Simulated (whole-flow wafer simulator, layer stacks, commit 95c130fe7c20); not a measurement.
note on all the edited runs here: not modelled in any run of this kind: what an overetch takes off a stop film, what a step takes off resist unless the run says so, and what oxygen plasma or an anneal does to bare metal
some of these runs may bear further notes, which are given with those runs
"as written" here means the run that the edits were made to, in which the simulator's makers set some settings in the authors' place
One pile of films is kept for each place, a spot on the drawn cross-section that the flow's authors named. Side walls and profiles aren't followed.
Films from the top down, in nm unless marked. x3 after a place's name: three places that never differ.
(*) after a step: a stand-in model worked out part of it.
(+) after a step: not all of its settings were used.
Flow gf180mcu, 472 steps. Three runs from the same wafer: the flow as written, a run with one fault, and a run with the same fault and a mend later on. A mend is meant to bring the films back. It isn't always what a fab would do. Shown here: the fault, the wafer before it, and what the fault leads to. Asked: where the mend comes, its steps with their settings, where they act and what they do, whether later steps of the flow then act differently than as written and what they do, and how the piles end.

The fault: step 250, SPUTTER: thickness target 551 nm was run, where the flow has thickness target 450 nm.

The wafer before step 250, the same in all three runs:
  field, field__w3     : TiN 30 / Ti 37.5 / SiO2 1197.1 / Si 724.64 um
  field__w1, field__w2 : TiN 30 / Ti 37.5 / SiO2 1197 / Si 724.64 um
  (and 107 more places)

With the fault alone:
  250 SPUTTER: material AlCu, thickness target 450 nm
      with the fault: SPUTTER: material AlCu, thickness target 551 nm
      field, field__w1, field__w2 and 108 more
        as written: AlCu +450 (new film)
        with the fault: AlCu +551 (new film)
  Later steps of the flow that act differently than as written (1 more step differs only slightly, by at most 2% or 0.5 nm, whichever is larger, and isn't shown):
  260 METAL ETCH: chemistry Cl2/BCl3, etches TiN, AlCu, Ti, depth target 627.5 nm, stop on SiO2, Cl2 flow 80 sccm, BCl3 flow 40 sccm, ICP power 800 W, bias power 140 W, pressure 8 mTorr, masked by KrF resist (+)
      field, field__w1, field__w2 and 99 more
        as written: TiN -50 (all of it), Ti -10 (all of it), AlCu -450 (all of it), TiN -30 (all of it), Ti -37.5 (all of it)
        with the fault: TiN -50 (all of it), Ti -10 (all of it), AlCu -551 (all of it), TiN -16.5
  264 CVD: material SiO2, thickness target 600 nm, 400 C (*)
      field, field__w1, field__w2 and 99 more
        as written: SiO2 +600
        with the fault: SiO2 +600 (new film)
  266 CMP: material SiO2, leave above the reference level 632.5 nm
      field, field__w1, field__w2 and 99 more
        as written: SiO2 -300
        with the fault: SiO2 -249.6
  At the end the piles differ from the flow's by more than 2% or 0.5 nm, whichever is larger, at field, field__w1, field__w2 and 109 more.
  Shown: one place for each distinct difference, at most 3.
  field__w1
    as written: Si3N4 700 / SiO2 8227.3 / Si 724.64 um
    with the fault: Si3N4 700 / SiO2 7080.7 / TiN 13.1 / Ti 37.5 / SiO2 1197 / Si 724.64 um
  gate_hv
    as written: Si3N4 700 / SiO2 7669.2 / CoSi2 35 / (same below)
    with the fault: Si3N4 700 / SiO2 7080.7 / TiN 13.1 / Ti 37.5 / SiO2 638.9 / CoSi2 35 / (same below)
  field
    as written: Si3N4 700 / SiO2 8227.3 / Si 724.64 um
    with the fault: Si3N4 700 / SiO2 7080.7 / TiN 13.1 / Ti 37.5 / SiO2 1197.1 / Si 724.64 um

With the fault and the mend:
  The mend comes after step 250.
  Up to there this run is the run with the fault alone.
  250a METAL ETCH: chemistry Cl2/BCl3, etches TiN, AlCu, Ti, depth target 101 nm, Cl2 flow 80 sccm, BCl3 flow 40 sccm, ICP power 800 W, bias power 140 W, pressure 8 mTorr
      field, field__w1, field__w2 and 108 more
        AlCu -101
  No later step of the flow acts differently than as written at any place that is followed.
  At the end the piles are the same as the flow's at every place that both follow.
